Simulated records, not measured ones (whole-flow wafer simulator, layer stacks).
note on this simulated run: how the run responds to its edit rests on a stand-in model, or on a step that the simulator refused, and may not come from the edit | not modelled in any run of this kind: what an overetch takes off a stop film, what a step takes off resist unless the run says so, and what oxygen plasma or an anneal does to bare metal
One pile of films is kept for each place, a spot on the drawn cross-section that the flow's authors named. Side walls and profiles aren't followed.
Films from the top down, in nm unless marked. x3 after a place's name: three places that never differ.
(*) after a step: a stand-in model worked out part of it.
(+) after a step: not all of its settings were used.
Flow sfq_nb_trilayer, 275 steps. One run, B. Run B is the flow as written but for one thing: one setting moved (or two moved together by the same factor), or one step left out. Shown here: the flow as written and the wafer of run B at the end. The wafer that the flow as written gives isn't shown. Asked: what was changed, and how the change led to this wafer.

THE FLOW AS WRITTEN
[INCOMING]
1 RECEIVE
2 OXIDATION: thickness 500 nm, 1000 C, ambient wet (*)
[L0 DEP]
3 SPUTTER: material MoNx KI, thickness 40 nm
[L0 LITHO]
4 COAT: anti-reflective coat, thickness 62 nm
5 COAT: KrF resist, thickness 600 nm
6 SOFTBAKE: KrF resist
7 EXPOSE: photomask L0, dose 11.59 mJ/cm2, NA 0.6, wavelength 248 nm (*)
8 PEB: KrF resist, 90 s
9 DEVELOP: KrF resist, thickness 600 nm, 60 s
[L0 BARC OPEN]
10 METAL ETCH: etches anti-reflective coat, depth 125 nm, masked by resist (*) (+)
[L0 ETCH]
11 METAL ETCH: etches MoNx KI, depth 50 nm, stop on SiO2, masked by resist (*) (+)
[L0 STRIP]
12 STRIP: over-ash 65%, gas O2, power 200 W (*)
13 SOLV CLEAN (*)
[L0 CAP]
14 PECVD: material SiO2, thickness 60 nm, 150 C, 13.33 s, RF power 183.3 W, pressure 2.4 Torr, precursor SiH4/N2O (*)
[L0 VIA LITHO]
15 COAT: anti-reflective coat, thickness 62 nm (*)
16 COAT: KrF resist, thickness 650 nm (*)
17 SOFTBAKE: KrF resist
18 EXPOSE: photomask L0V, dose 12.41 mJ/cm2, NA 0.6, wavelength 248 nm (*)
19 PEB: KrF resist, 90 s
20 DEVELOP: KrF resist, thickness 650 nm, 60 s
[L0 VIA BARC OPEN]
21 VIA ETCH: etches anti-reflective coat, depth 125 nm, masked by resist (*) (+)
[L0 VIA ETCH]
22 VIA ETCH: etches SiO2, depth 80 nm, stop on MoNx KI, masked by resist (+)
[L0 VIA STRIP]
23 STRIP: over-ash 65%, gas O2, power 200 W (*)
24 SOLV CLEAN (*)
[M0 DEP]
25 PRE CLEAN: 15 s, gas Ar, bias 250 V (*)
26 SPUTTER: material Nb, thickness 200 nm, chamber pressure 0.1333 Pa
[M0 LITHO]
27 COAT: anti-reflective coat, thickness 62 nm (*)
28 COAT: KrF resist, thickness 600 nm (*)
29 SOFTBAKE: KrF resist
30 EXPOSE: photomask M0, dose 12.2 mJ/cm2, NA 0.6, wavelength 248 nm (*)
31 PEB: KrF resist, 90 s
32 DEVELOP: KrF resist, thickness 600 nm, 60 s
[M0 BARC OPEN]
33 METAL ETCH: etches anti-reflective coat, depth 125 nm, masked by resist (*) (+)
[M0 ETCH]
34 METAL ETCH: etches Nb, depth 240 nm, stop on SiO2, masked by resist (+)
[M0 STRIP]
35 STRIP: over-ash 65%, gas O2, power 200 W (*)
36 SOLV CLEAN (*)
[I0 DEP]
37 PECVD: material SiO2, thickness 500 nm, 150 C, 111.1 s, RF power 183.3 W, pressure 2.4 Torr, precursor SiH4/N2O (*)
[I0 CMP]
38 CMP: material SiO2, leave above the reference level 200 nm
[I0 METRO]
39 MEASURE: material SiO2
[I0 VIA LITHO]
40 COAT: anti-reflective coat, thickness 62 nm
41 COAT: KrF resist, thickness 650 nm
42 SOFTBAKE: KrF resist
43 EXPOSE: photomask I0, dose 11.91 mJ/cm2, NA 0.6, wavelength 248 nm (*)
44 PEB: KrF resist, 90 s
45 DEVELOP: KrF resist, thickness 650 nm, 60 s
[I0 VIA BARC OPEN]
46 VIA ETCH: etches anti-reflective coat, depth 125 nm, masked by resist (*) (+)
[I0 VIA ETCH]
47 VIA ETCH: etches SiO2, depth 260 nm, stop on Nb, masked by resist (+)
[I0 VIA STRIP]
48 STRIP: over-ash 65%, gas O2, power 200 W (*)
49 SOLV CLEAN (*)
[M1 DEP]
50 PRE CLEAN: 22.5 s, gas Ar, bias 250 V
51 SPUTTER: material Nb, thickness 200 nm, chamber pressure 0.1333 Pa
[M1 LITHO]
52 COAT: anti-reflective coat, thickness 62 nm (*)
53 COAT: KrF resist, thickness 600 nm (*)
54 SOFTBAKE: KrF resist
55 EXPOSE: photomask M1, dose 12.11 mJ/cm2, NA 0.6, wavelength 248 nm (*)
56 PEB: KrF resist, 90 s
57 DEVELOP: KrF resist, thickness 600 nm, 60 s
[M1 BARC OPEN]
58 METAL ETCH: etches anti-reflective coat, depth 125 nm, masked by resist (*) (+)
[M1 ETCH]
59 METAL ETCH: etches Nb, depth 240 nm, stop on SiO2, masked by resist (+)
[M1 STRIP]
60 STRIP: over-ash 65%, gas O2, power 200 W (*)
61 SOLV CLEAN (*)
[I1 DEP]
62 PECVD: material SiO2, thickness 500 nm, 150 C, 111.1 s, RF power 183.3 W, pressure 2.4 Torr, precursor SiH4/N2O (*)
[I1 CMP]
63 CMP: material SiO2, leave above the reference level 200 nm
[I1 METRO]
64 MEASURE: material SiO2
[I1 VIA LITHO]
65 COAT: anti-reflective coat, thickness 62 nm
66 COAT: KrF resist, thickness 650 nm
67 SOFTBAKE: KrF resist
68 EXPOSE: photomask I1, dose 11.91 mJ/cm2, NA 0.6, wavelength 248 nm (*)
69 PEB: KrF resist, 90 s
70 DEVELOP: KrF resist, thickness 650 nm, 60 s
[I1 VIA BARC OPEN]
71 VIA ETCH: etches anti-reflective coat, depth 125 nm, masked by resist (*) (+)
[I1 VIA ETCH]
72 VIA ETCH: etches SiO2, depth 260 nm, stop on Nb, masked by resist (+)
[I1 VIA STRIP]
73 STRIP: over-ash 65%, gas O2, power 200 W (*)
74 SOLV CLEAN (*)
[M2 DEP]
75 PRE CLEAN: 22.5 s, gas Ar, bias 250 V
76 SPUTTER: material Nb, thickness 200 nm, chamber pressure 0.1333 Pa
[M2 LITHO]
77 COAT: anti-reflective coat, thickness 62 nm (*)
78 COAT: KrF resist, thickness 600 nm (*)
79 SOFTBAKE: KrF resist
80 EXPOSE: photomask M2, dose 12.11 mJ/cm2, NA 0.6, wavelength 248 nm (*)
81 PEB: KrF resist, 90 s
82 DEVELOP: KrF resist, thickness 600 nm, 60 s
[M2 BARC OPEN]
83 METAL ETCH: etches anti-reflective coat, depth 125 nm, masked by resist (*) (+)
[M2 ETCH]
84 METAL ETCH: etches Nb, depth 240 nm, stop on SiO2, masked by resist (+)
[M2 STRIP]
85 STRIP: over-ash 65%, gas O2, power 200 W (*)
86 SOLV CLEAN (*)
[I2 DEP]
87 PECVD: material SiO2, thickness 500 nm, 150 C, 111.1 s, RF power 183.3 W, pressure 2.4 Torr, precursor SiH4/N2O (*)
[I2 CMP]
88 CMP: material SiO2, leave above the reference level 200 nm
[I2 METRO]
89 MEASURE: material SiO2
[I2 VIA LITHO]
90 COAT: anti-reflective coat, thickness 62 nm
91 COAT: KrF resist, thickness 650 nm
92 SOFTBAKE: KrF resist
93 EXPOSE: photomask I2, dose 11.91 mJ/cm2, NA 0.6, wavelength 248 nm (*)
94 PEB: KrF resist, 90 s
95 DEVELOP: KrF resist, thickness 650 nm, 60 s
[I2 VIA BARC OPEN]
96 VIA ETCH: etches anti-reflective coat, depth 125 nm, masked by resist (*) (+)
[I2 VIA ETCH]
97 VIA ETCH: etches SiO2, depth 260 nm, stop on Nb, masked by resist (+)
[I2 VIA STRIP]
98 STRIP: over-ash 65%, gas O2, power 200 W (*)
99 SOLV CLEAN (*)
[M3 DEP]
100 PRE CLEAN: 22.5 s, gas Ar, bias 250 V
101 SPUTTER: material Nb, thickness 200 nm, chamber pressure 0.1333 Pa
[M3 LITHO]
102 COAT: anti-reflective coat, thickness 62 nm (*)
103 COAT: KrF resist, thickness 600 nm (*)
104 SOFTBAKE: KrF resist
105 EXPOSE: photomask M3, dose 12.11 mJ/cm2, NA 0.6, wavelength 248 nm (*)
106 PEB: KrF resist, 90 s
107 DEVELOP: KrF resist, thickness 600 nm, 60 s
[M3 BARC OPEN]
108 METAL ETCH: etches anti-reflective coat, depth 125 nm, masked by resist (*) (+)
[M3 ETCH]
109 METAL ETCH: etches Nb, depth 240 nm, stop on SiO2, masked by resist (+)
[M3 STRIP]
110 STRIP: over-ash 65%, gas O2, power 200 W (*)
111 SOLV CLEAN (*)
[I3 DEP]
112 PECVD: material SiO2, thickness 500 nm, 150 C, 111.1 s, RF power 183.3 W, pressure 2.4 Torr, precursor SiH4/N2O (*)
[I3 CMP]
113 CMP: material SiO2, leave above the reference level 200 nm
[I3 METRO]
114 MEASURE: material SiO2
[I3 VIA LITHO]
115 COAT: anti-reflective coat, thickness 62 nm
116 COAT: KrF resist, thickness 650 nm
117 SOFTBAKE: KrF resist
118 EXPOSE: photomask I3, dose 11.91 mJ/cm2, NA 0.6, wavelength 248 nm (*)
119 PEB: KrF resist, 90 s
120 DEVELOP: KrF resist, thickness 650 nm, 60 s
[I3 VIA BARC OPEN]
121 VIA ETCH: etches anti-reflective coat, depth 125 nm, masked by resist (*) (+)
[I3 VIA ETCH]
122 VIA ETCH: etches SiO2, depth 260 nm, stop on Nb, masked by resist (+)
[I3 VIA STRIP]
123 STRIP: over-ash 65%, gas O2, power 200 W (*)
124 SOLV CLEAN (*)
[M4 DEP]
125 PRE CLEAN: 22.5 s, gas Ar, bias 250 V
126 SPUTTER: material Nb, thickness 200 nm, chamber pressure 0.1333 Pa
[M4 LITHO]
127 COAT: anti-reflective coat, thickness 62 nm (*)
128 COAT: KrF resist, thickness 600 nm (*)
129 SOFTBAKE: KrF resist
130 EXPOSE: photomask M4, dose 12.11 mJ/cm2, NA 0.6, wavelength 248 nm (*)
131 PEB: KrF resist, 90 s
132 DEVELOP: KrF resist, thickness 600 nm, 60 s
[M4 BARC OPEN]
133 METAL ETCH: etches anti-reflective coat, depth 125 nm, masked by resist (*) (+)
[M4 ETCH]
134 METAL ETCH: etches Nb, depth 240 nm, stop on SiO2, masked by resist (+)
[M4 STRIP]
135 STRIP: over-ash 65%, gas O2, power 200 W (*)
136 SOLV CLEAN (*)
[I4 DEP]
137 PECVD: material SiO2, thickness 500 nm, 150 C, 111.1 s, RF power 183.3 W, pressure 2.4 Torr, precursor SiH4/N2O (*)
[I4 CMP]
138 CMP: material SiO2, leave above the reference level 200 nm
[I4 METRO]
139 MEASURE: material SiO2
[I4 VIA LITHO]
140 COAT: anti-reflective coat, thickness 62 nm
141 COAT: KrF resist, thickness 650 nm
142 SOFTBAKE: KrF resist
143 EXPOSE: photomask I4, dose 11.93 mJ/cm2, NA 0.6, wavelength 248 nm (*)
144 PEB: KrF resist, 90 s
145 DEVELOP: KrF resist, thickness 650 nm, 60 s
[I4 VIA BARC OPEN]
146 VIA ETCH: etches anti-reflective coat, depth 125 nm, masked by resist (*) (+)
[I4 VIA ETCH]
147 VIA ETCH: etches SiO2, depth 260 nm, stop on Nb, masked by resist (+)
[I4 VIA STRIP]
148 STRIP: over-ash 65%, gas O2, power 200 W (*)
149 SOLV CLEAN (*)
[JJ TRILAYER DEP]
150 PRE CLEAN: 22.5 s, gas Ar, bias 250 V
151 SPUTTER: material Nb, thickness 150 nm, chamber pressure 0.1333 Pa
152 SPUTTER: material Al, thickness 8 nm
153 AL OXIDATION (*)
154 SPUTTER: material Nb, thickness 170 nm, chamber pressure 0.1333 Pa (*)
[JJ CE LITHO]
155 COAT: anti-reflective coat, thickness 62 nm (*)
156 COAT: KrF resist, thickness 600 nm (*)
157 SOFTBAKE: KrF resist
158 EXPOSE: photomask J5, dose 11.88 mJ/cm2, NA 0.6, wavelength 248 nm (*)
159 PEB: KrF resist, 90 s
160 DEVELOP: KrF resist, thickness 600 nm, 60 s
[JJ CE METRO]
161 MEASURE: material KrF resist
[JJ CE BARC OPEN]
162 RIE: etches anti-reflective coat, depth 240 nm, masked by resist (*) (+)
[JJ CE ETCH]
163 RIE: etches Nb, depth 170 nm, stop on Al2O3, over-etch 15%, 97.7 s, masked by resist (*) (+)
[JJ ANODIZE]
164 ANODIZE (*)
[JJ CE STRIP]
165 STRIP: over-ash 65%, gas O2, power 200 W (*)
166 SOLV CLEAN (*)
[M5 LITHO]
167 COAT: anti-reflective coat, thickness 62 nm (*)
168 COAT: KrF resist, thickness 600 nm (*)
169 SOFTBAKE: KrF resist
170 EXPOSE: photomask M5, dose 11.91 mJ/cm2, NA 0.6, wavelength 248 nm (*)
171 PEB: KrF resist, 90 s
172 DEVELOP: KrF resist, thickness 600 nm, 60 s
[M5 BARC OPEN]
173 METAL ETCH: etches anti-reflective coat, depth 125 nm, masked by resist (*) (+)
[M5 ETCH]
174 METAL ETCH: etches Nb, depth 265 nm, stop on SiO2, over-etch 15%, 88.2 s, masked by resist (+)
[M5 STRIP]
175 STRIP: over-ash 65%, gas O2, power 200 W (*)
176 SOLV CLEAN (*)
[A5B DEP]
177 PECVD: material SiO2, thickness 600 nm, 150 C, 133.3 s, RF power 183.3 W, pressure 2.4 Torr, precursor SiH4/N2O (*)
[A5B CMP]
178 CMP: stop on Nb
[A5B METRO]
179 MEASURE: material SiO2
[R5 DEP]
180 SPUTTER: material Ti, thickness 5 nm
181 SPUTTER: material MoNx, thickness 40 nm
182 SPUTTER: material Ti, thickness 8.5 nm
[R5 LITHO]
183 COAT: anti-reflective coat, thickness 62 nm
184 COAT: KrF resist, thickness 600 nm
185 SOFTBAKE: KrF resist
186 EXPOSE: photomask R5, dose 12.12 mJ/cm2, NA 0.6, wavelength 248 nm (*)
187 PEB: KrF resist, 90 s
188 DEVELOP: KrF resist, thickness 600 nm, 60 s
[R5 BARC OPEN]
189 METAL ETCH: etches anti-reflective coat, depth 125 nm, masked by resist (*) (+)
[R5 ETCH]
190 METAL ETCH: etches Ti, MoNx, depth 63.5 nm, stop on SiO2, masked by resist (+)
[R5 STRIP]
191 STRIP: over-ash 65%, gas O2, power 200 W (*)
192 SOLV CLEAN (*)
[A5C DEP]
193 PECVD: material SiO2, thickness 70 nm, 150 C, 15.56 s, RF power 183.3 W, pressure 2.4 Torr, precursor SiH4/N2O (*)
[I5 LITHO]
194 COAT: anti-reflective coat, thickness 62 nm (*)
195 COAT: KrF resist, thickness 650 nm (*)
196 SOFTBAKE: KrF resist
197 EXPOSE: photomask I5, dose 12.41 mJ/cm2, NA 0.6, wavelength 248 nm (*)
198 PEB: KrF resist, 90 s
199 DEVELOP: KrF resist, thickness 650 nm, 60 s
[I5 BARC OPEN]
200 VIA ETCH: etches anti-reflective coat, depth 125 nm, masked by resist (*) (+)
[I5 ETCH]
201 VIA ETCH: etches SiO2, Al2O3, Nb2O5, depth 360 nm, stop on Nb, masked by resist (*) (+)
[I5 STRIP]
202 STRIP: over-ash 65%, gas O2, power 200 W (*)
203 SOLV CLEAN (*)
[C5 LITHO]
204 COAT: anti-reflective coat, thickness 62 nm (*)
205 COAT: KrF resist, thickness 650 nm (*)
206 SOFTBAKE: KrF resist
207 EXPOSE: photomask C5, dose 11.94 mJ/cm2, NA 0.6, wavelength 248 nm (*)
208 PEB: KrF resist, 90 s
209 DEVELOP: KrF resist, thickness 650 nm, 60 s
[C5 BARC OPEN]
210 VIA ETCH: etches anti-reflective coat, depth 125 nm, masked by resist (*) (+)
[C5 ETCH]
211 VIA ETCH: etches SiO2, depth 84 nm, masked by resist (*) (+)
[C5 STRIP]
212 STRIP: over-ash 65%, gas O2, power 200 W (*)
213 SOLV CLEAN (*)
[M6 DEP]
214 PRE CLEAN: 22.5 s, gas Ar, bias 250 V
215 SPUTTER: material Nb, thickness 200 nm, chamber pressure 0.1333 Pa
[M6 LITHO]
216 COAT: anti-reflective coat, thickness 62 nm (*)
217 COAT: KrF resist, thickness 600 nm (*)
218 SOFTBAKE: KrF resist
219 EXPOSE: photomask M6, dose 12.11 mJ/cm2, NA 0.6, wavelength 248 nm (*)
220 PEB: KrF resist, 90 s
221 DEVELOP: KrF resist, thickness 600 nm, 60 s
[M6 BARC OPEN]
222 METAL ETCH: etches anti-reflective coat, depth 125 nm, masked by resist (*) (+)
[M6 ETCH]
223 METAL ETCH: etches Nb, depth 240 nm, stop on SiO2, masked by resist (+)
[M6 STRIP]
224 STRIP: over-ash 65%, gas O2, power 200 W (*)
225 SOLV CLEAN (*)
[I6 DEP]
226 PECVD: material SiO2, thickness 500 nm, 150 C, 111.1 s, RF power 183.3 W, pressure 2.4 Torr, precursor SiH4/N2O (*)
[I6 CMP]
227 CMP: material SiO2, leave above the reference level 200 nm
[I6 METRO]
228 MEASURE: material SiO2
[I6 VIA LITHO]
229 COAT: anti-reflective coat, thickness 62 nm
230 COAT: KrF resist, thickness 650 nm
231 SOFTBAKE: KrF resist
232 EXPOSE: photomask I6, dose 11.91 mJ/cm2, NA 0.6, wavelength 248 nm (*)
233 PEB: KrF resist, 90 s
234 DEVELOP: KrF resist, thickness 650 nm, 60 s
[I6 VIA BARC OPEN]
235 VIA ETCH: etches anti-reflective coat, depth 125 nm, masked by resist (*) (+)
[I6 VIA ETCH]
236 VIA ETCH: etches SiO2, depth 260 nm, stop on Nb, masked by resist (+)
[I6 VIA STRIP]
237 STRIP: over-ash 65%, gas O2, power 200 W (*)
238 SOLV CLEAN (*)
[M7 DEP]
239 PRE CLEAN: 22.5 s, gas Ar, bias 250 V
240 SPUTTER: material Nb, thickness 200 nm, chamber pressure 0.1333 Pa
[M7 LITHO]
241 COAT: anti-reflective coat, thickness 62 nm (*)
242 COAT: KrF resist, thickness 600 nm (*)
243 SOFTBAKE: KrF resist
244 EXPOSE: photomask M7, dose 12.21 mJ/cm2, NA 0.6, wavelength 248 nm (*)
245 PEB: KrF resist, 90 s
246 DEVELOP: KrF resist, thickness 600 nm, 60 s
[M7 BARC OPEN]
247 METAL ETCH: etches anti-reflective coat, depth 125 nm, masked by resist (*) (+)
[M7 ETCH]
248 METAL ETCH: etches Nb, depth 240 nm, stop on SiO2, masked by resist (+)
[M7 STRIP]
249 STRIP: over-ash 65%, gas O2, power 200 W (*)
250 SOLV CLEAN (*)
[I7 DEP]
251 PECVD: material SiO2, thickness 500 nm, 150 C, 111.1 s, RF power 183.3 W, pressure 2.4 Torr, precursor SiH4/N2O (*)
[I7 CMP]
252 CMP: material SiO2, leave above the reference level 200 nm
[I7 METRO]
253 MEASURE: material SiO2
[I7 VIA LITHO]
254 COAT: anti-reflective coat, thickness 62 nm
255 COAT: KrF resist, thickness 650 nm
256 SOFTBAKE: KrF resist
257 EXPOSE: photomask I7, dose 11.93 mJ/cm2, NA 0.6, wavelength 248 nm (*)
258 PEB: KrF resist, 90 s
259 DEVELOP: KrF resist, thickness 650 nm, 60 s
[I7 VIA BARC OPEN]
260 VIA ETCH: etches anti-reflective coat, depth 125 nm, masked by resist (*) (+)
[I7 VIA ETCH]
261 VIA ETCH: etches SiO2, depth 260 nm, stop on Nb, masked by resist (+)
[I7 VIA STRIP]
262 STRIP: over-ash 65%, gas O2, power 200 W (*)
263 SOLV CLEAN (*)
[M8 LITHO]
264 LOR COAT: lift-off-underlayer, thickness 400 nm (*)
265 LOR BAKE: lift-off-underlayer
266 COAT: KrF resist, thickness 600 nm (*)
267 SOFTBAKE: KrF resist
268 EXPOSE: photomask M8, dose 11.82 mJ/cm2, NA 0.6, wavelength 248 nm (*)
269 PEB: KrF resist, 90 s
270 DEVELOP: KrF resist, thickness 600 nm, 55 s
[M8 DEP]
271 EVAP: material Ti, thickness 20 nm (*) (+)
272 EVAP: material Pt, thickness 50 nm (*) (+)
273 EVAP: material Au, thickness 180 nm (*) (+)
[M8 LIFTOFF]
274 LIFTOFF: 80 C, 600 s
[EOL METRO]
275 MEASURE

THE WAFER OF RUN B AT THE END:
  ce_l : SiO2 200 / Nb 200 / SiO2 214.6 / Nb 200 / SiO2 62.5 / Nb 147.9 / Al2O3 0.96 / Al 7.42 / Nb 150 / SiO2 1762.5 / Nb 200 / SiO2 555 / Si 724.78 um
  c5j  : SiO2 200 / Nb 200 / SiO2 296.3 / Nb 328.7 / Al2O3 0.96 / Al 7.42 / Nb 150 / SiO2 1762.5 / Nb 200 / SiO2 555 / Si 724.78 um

The cause: step 190, METAL ETCH: depth 75.6 nm was run, where the flow has depth 63.5 nm.

How the change led to this, step by step:
  190 METAL ETCH: etches Ti, MoNx, depth 63.5 nm, stop on SiO2, masked by resist (+)
      be_r, r_sur, res, r_end, r5r_line_l, r5r_line_c, r5r_line_r: KrF resist -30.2 (as written it would be: KrF resist -25.4)
      ce_l, c5j, ce_r, wl_jj: Ti -8.5 (all of it), MoNx -40 (all of it), Ti -5 (all of it), Nb -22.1 (as written it would be: Ti -8.5 (all of it), MoNx -40 (all of it), Ti -5 (all of it), Nb -10)
  194 COAT: anti-reflective coat, thickness 62 nm (*)
      wl_j_sl, wl_j_sr: anti-reflective coat +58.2 (new film) (as written it would be: anti-reflective coat +60.2 (new film))
      jj_sur: anti-reflective coat +58.8 (new film) (as written it would be: anti-reflective coat +60.8 (new film))
      (and at 5 more places)
  202 STRIP: over-ash 65%, gas O2, power 200 W (*)
      wl_j_sl, wl_j_sr: KrF resist -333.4 (all of it), anti-reflective coat -58.2 (all of it) (as written it would be: KrF resist -333.3 (all of it), anti-reflective coat -60.2 (all of it))
      jj_sur: KrF resist -337.4 (all of it), anti-reflective coat -58.8 (all of it) (as written it would be: KrF resist -337.2 (all of it), anti-reflective coat -60.8 (all of it))
      (and at 5 more places)
  204 COAT: anti-reflective coat, thickness 62 nm (*)
      wl_j_sl, wl_j_sr: anti-reflective coat +58.2 (new film) (as written it would be: anti-reflective coat +60.2 (new film))
      jj_sur: anti-reflective coat +57.5 (new film) (as written it would be: anti-reflective coat +59.5 (new film))
      (and at 5 more places)
  210 VIA ETCH: etches anti-reflective coat, depth 125 nm, masked by resist (*) (+)
      c5j: anti-reflective coat -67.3 (all of it), SiO2 -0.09 (as written it would be: anti-reflective coat -63.9 (all of it), SiO2 -0.11)
  212 STRIP: over-ash 65%, gas O2, power 200 W (*)
      wl_j_sl, wl_j_sr: KrF resist -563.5 (all of it), anti-reflective coat -58.2 (all of it) (as written it would be: KrF resist -563.4 (all of it), anti-reflective coat -60.2 (all of it))
      jj_sur: KrF resist -562.2 (all of it), anti-reflective coat -57.5 (all of it) (as written it would be: KrF resist -562 (all of it), anti-reflective coat -59.5 (all of it))
      (and at 4 more places)
  216 COAT: anti-reflective coat, thickness 62 nm (*)
      wl_j_sl, wl_j_sr: anti-reflective coat +58.2 (new film) (as written it would be: anti-reflective coat +60.2 (new film))
      jj_sur: anti-reflective coat +53.9 (new film) (as written it would be: anti-reflective coat +56.1 (new film))
      (and at 5 more places)
  224 STRIP: over-ash 65%, gas O2, power 200 W (*)
      wl_j_sl, wl_j_sr: KrF resist -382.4 (all of it), anti-reflective coat -58.2 (all of it) (as written it would be: KrF resist -382.5 (all of it), anti-reflective coat -60.2 (all of it))
      jj_sur: KrF resist -378.7 (all of it), anti-reflective coat -53.9 (all of it) (as written it would be: KrF resist -378.5 (all of it), anti-reflective coat -56.1 (all of it))
      (and at 5 more places)
  227 CMP: material SiO2, leave above the reference level 200 nm
      ce_l, ce_r, wl_jj: SiO2 -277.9 (as written it would be: SiO2 -290)
      c5j: SiO2 -210.9 (as written it would be: SiO2 -223)
